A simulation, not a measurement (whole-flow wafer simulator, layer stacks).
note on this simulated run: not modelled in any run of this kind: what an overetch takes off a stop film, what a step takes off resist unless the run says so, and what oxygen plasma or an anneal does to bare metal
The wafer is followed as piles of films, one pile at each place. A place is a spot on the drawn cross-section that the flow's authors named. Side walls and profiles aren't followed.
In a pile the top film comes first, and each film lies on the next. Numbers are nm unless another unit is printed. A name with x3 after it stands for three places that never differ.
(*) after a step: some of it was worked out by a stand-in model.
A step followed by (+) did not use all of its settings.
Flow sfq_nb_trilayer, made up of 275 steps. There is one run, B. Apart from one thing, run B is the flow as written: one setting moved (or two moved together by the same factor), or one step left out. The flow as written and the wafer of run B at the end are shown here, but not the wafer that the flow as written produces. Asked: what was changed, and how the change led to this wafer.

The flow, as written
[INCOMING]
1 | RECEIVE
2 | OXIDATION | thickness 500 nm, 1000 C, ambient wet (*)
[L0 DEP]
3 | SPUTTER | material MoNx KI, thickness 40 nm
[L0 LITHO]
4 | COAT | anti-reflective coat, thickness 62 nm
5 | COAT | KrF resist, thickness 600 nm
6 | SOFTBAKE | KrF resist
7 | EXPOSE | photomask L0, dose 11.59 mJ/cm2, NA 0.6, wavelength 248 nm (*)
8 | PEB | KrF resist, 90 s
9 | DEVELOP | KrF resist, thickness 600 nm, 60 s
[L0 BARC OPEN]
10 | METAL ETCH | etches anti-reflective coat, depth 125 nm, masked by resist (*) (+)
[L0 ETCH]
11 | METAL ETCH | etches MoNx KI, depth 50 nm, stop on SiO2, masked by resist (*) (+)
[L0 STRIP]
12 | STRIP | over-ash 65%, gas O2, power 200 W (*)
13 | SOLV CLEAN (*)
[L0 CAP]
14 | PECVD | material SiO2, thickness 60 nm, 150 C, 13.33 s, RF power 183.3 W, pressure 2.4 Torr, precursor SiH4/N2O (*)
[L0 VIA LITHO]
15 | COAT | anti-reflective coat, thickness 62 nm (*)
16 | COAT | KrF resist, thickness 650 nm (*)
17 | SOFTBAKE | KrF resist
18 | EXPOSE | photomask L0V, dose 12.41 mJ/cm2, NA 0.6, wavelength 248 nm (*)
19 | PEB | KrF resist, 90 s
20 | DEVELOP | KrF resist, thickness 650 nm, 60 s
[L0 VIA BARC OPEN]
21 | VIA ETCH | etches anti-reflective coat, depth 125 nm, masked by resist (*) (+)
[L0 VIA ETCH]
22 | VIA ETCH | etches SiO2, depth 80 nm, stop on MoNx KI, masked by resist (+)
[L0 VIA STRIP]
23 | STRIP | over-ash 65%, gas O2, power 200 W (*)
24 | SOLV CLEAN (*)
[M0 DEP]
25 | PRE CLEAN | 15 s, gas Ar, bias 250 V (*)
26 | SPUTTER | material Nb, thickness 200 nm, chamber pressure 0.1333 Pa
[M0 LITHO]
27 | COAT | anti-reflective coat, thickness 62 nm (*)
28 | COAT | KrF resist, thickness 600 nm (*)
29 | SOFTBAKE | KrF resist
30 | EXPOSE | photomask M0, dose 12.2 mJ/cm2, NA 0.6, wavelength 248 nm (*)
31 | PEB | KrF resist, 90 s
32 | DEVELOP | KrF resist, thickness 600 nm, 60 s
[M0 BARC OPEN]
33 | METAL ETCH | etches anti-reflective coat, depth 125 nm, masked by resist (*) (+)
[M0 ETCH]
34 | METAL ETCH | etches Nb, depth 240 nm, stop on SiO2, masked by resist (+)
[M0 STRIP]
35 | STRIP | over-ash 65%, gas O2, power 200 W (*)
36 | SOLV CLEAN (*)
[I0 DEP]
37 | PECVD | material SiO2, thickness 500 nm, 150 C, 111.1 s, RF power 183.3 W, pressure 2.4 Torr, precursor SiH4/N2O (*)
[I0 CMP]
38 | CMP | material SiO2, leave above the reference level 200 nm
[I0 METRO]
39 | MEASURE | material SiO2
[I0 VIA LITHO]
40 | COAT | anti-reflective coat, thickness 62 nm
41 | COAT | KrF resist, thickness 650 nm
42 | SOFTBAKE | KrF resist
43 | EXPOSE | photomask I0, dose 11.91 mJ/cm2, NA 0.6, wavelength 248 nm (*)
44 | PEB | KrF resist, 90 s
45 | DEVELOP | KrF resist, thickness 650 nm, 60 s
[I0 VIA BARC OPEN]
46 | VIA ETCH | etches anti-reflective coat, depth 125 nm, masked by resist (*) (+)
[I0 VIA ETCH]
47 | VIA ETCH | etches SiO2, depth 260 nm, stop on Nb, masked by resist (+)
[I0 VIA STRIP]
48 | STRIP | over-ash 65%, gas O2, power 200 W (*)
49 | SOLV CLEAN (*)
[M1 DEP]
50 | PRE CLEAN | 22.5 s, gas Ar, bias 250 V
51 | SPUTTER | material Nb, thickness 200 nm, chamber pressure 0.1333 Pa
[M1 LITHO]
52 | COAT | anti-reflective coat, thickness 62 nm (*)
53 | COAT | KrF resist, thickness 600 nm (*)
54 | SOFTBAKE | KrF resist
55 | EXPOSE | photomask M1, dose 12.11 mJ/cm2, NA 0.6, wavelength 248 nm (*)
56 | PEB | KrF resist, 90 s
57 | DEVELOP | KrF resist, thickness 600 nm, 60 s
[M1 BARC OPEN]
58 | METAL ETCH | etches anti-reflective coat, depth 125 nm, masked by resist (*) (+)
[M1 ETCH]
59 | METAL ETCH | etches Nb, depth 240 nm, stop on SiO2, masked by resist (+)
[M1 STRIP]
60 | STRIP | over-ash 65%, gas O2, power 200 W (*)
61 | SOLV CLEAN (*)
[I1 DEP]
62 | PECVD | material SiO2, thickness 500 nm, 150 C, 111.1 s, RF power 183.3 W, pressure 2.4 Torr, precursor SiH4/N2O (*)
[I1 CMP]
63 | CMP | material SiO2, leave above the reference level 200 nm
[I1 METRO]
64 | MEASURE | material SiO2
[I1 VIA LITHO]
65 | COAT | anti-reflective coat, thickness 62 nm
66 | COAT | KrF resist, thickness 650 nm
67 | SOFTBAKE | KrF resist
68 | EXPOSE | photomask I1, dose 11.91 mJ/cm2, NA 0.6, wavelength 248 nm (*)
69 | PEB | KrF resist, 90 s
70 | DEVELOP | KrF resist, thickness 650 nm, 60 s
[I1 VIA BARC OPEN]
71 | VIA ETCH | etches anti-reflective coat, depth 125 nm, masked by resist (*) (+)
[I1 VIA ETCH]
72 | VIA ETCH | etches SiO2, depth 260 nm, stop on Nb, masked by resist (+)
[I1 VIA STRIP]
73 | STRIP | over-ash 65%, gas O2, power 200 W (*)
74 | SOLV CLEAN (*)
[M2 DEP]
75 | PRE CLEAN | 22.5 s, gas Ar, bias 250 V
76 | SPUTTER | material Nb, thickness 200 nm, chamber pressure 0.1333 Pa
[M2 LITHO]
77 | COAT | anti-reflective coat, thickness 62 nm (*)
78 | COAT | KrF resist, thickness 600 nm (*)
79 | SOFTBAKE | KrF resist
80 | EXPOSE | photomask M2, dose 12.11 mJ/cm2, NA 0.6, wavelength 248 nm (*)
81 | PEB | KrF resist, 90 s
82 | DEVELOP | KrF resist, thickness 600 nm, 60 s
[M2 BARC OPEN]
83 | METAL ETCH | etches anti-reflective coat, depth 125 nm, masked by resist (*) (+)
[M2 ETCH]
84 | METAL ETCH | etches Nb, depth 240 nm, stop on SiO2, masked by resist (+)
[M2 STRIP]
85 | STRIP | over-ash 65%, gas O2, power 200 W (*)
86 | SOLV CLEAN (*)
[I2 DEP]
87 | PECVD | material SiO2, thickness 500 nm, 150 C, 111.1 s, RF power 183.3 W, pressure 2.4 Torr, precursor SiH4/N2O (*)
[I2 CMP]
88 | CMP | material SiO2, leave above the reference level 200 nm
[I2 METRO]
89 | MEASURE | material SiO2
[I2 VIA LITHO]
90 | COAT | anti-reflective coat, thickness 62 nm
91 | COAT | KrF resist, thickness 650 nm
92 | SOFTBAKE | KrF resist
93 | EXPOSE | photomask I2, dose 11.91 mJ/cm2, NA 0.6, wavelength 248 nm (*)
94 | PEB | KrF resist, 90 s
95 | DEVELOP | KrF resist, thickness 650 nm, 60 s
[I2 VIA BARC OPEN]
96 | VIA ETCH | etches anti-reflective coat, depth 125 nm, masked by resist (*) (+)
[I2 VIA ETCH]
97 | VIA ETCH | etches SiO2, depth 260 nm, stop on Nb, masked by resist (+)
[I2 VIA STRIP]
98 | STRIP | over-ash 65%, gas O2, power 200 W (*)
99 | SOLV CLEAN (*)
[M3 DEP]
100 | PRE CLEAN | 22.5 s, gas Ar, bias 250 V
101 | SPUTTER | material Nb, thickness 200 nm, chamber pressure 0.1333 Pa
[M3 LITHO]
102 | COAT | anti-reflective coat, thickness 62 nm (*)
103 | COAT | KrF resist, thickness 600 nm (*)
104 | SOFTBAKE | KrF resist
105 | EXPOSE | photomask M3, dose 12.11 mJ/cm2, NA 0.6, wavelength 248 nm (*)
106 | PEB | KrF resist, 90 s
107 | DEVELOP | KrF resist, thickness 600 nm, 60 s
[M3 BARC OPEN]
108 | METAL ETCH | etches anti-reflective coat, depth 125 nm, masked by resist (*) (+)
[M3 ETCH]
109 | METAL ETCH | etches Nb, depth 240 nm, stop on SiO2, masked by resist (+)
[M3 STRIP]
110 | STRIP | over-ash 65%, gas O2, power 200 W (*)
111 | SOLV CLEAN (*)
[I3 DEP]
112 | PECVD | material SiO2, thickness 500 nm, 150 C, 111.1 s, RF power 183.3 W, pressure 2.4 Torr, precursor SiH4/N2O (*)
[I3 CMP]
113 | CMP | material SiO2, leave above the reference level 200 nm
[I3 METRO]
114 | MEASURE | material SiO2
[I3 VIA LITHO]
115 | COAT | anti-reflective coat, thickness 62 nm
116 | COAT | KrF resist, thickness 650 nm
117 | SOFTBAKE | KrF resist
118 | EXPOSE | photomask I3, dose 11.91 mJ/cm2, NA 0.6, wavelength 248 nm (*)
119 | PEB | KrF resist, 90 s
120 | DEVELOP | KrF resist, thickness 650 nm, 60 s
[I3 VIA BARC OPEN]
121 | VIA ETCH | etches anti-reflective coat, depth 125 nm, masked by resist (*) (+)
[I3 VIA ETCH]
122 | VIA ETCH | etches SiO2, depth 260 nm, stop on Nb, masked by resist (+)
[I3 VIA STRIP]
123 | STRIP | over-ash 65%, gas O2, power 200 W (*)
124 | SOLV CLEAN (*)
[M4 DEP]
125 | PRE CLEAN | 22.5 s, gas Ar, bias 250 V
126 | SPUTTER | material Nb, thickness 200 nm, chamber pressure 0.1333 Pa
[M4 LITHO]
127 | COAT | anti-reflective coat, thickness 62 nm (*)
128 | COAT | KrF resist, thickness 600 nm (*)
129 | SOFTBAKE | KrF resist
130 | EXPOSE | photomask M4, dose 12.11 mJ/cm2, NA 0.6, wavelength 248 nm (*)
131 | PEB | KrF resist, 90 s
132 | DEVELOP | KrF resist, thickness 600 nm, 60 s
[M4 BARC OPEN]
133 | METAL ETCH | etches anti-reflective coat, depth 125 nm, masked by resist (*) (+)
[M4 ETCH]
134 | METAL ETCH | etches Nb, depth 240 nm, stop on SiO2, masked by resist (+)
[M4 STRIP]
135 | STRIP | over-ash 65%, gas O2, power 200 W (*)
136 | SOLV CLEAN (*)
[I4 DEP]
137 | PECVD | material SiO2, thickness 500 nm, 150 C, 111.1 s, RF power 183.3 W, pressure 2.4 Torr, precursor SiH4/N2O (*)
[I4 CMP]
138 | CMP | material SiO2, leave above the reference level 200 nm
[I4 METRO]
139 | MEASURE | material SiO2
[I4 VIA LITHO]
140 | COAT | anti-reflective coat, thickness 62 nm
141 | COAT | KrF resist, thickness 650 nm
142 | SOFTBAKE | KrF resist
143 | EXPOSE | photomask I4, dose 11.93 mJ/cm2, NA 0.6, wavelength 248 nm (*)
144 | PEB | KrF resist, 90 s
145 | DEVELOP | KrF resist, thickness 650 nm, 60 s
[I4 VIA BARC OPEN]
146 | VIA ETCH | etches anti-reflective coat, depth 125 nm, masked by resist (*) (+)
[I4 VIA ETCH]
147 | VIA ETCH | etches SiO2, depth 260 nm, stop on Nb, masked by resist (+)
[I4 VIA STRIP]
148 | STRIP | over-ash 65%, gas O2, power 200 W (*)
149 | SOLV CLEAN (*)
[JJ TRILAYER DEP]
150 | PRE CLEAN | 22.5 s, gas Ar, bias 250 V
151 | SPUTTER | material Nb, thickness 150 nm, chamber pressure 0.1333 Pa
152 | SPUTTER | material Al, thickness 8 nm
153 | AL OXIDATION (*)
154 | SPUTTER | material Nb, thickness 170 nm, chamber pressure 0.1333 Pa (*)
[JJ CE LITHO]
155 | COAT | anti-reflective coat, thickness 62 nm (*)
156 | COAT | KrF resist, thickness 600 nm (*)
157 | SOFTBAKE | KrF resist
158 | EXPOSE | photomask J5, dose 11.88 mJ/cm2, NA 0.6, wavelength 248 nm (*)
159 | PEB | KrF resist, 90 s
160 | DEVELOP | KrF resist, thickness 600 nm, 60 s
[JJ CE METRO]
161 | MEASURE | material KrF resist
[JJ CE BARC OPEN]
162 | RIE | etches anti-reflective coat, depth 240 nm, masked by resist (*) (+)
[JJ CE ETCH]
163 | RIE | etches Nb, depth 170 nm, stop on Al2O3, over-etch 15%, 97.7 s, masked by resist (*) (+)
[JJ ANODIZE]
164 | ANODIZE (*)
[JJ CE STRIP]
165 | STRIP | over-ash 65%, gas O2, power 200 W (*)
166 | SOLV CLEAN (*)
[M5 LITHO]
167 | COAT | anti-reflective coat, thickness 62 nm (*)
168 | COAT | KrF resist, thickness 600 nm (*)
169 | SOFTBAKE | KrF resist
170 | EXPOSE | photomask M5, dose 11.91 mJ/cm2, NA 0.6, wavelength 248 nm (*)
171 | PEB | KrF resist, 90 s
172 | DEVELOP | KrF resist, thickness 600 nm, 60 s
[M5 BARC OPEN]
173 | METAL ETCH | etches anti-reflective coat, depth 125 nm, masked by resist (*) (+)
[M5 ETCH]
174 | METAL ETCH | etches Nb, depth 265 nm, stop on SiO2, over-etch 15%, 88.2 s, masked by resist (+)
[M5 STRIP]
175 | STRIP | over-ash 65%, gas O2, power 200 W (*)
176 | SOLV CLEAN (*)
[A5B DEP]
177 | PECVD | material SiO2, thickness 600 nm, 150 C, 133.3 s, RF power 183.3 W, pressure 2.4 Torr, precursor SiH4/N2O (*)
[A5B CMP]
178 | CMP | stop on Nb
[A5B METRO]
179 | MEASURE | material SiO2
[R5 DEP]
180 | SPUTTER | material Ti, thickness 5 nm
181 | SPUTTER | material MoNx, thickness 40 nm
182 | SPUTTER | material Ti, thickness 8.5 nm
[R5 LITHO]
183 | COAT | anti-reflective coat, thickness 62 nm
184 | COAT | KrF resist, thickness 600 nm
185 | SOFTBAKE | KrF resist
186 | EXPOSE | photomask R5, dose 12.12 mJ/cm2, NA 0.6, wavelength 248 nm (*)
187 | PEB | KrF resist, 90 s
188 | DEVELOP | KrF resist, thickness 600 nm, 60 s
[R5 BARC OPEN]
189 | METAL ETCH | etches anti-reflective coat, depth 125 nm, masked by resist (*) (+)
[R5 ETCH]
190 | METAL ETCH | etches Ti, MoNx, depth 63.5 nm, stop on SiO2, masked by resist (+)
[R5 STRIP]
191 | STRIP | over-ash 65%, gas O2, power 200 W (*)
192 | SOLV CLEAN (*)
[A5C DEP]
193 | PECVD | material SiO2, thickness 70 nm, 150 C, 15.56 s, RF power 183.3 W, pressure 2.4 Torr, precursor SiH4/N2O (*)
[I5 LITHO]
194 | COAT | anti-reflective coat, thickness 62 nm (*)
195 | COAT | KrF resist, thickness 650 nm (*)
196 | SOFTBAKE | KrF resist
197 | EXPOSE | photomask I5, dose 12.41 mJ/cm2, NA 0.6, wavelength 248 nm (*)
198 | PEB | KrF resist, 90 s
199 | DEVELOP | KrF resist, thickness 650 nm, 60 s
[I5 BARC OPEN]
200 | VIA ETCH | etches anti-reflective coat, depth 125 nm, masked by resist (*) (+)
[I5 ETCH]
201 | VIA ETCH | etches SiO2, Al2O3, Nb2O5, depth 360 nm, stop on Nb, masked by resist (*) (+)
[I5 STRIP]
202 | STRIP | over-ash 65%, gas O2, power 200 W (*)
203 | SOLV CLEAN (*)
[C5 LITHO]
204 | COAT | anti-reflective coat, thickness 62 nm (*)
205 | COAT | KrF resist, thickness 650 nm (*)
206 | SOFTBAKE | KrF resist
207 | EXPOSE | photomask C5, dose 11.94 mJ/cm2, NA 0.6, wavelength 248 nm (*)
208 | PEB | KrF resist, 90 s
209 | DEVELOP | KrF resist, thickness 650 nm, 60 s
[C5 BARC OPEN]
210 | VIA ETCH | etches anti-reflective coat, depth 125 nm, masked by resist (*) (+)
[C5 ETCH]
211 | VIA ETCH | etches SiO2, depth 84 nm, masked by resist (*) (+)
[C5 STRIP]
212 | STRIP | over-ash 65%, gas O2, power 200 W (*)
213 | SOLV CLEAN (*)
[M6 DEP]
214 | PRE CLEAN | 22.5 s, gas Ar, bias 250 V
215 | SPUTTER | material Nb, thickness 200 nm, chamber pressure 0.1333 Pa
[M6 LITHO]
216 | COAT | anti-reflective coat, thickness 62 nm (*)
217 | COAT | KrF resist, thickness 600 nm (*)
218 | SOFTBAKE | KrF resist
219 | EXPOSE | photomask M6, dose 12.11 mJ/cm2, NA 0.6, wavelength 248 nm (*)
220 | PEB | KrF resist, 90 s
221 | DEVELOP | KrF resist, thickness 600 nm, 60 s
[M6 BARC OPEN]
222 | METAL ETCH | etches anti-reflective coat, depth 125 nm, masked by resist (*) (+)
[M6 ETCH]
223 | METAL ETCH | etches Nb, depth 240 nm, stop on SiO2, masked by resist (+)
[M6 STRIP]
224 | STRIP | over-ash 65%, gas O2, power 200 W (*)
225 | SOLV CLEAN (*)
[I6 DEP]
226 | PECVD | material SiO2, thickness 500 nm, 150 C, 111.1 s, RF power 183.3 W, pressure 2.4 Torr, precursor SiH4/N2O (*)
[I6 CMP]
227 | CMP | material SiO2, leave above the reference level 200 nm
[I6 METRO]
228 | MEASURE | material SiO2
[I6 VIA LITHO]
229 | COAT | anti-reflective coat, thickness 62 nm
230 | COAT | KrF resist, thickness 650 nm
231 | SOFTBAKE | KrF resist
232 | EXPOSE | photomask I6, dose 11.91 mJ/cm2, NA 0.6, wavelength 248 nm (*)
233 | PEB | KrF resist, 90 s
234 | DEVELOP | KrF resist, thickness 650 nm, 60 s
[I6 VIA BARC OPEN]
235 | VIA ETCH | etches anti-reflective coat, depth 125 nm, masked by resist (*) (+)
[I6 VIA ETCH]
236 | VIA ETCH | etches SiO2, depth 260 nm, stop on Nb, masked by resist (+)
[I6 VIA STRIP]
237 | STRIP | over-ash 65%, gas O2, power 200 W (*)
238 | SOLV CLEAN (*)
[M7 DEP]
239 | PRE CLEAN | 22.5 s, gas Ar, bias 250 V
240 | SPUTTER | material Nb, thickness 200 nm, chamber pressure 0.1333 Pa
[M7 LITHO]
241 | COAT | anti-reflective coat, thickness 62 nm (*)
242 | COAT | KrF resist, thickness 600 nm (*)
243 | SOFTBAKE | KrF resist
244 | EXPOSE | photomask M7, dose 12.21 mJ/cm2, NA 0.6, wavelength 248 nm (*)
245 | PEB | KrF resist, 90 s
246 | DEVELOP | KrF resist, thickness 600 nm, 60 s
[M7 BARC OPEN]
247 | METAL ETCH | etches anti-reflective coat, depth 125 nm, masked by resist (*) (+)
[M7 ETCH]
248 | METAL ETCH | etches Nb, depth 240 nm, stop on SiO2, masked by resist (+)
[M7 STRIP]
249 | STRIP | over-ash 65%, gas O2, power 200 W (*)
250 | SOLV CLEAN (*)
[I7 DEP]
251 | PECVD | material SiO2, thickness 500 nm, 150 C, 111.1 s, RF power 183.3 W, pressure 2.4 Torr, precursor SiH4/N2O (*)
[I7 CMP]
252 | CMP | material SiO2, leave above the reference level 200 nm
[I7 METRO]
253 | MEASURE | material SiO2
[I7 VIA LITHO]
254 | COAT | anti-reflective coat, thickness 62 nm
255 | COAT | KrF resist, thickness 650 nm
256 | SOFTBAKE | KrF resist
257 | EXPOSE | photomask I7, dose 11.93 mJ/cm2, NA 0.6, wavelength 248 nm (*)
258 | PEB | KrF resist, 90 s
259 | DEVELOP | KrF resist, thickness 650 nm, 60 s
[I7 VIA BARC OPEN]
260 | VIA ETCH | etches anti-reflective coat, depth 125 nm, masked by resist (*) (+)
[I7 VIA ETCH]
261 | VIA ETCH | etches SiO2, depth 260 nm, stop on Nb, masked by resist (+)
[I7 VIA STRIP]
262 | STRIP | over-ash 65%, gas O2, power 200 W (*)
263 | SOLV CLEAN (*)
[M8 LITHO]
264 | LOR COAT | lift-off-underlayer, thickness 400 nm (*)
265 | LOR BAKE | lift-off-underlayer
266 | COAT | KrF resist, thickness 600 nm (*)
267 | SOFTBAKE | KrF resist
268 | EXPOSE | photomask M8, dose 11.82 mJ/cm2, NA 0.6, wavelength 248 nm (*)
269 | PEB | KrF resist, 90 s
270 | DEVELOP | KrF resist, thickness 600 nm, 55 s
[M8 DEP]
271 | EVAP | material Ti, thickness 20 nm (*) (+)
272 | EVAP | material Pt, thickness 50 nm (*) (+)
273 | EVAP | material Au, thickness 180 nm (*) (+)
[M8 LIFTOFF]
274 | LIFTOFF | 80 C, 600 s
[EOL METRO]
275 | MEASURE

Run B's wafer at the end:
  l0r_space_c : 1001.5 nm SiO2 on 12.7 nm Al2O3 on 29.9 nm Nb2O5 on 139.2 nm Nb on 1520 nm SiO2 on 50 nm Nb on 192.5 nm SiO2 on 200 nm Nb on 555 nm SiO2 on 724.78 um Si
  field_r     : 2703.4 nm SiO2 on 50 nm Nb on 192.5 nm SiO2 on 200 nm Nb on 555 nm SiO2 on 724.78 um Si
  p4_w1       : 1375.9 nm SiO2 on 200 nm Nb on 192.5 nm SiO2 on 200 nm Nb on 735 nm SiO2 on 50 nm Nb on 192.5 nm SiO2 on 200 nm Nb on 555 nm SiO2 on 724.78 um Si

The reason: step 59, METAL ETCH: depth 150 nm was run, though the flow has depth 240 nm.

The path from the change to this, step by step:
  59 | METAL ETCH | etches Nb, depth 240 nm, stop on SiO2, masked by resist (+)
      field_l, be, be_sur and 79 more: Nb loses 150 (as written it would have been: Nb loses 200 (all of it))
      v_sur, via_wl, via_w and 21 more: KrF resist loses 88.2 (as written it would have been: KrF resist loses 141.2)
  60 | STRIP | over-ash 65%, gas O2, power 200 W (*)
      wl_j_sl, wl_jj, wl_j_sr and 13 more: KrF resist loses 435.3 (all of it), anti-reflective coat loses 62 (all of it) (as written it would have been: KrF resist loses 382.4 (all of it), anti-reflective coat loses 62 (all of it))
      v_sur: KrF resist loses 418.8 (all of it), anti-reflective coat loses 61.1 (all of it) (as written it would have been: KrF resist loses 365.9 (all of it), anti-reflective coat loses 61.1 (all of it))
      (as well as at 7 more places)
  62 | PECVD | material SiO2, thickness 500 nm, 150 C, 111.1 s, RF power 183.3 W, pressure 2.4 Torr, precursor SiH4/N2O (*)
      field_l, be, be_sur and 72 more: SiO2 gains 500 (new film) (as written it would have been: SiO2 gains 500)
      lsp_m, ln_m6, lsp_r, l0_sur, l0v: SiO2 gains 500 (new film) (as written it would have been: SiO2 gains 494.9)
      (as well as at 2 more places)
  63 | CMP | material SiO2, leave above the reference level 200 nm
      field_l, be, be_sur and 72 more: SiO2 loses 150 (as written it would have been: SiO2 loses 100)
      lsp_m, ln_m6, lsp_r, l0_sur, l0v: SiO2 loses 150 (as written it would have been: SiO2 loses 94.9)
With metal films that touch counted as one body, l0r_space_c has 3 bodies (between them, from the top down: SiO2 1520; SiO2 192.5); the flow as written gives 2 bodies (between them, from the top down: SiO2 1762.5).
With metal films that touch counted as one body, field_r has 2 bodies (between them, from the top down: SiO2 192.5); the flow as written gives 1 body.
With metal films that touch counted as one body, p4_w1 has 4 bodies (between them, from the top down: SiO2 192.5; SiO2 735; SiO2 192.5); the flow as written gives 3 bodies (between them, from the top down: SiO2 192.5; SiO2 977.5).
